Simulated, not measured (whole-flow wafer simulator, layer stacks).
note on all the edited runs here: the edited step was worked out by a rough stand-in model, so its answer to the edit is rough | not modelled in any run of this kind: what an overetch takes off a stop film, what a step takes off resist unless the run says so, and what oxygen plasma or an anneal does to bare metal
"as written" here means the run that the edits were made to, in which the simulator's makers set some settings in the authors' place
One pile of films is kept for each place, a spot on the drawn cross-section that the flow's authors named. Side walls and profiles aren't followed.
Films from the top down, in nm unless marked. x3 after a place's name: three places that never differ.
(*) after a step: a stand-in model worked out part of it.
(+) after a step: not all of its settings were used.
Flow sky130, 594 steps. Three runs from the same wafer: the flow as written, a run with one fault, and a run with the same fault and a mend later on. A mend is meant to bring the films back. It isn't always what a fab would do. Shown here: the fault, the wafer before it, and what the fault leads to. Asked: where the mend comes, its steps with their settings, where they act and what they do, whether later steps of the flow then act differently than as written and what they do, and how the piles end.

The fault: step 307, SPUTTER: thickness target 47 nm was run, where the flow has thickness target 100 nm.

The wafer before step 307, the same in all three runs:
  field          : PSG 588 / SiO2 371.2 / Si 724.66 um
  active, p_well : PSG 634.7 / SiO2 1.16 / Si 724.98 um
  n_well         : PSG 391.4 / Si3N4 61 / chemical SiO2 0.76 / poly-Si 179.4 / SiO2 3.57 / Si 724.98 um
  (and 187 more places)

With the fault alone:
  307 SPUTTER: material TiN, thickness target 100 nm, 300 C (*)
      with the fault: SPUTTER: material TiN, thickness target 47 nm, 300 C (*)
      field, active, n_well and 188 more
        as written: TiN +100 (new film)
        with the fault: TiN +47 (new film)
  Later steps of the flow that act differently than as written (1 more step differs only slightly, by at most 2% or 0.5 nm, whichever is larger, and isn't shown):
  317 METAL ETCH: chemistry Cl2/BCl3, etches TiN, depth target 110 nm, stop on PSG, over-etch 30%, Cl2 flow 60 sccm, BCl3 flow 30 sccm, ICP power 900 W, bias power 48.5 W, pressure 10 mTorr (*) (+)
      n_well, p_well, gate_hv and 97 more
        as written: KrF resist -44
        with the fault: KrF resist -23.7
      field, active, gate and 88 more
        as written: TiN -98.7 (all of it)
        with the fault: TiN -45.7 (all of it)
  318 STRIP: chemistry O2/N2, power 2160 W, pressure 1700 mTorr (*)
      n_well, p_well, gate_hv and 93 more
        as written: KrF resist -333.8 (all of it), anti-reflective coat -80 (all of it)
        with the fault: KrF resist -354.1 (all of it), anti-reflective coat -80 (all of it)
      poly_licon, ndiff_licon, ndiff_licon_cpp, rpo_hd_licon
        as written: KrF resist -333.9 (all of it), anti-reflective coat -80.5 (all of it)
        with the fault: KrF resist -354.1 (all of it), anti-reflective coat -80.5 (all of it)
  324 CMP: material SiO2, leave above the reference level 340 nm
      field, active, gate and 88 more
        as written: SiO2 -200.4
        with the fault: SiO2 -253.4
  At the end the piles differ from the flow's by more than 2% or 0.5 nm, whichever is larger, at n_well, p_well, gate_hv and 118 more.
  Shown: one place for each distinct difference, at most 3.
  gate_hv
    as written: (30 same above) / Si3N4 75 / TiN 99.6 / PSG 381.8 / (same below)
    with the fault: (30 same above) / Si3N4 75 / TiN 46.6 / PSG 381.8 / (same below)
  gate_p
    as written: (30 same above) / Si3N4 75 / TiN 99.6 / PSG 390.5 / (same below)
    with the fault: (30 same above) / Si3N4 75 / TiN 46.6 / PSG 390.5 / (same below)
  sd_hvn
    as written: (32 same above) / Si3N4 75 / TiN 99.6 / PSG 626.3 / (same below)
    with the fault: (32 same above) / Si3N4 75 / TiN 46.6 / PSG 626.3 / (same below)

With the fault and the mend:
  The mend comes after step 307.
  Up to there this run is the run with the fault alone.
  307a SPUTTER: material TiN, thickness target 53 nm, 300 C (*) (the flow's step 307 once more, with other settings)
      field, active, n_well and 188 more
        TiN +53
  No later step of the flow acts differently than as written, at any place that is followed, by more than 2% or 0.5 nm, whichever is larger.
  At the end the piles are the same as the flow's at every place that both follow.
